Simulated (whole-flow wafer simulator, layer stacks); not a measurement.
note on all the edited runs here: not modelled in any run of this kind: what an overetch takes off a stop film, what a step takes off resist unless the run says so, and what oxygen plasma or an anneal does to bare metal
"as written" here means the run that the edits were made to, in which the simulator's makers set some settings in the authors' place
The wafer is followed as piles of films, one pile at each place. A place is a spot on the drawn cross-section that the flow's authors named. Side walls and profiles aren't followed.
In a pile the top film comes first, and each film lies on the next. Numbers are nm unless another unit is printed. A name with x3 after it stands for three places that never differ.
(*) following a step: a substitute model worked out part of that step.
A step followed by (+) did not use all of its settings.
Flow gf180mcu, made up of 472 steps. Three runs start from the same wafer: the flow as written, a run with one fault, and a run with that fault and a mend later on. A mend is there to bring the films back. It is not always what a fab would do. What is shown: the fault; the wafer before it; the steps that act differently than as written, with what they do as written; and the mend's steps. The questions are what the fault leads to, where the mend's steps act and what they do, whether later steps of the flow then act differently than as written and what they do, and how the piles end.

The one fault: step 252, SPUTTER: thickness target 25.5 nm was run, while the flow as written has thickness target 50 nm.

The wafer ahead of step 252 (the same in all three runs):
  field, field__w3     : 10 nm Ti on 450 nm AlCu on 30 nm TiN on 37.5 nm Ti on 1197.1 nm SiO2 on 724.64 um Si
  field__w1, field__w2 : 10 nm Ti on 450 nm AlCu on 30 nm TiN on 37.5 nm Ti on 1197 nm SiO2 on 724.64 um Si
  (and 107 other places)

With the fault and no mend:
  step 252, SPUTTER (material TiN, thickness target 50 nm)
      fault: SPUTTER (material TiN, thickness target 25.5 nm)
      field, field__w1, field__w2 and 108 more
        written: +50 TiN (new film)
        fault: +25.5 TiN (new film)
  Steps later in the flow that act otherwise than as written (2 more steps, not shown, differ only slightly: by at most 2% or 0.5 nm, whichever is larger):
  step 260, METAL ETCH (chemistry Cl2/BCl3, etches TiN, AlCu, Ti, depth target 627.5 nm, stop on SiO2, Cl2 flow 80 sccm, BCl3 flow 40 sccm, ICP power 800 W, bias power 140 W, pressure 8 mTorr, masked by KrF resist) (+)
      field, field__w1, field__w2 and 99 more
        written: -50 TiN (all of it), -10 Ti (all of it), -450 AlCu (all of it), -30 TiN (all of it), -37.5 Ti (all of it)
        fault: -25.5 TiN (all of it), -10 Ti (all of it), -450 AlCu (all of it), -30 TiN (all of it), -37.5 Ti (all of it)
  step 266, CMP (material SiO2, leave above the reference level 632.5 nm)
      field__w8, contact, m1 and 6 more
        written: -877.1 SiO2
        fault: -852.6 SiO2
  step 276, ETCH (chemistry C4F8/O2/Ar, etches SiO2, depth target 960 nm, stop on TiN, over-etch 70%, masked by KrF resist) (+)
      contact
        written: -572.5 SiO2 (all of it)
        fault: -597 SiO2 (all of it)
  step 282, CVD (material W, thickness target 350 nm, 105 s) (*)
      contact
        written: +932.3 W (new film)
        fault: +957 W (new film)
  By the end, the piles at field__w8, contact, m1 and 6 more depart from the flow's by more than 2% or 0.5 nm, whichever is larger.
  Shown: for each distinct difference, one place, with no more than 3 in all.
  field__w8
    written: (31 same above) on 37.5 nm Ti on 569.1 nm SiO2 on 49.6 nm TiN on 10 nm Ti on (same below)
    fault: (31 same above) on 37.5 nm Ti on 593.6 nm SiO2 on 25.1 nm TiN on 10 nm Ti on (same below)
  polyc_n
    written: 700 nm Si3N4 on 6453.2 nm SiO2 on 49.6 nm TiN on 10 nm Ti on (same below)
    fault: 700 nm Si3N4 on 6477.7 nm SiO2 on 25.1 nm TiN on 10 nm Ti on (same below)
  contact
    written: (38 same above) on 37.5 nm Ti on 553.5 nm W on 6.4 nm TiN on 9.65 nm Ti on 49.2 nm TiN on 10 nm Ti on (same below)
    fault: (38 same above) on 37.5 nm Ti on 578.2 nm W on 6.31 nm TiN on 9.52 nm Ti on 24.7 nm TiN on 10 nm Ti on (same below)

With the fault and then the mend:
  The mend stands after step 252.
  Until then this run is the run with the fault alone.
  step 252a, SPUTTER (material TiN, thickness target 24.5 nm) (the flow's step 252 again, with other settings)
      field, field__w1, field__w2 and 108 more
        +24.5 TiN
  Every later step of the flow that is run acts as written at every place that is followed.
  At every place that both follow, the piles at the end match the flow's.
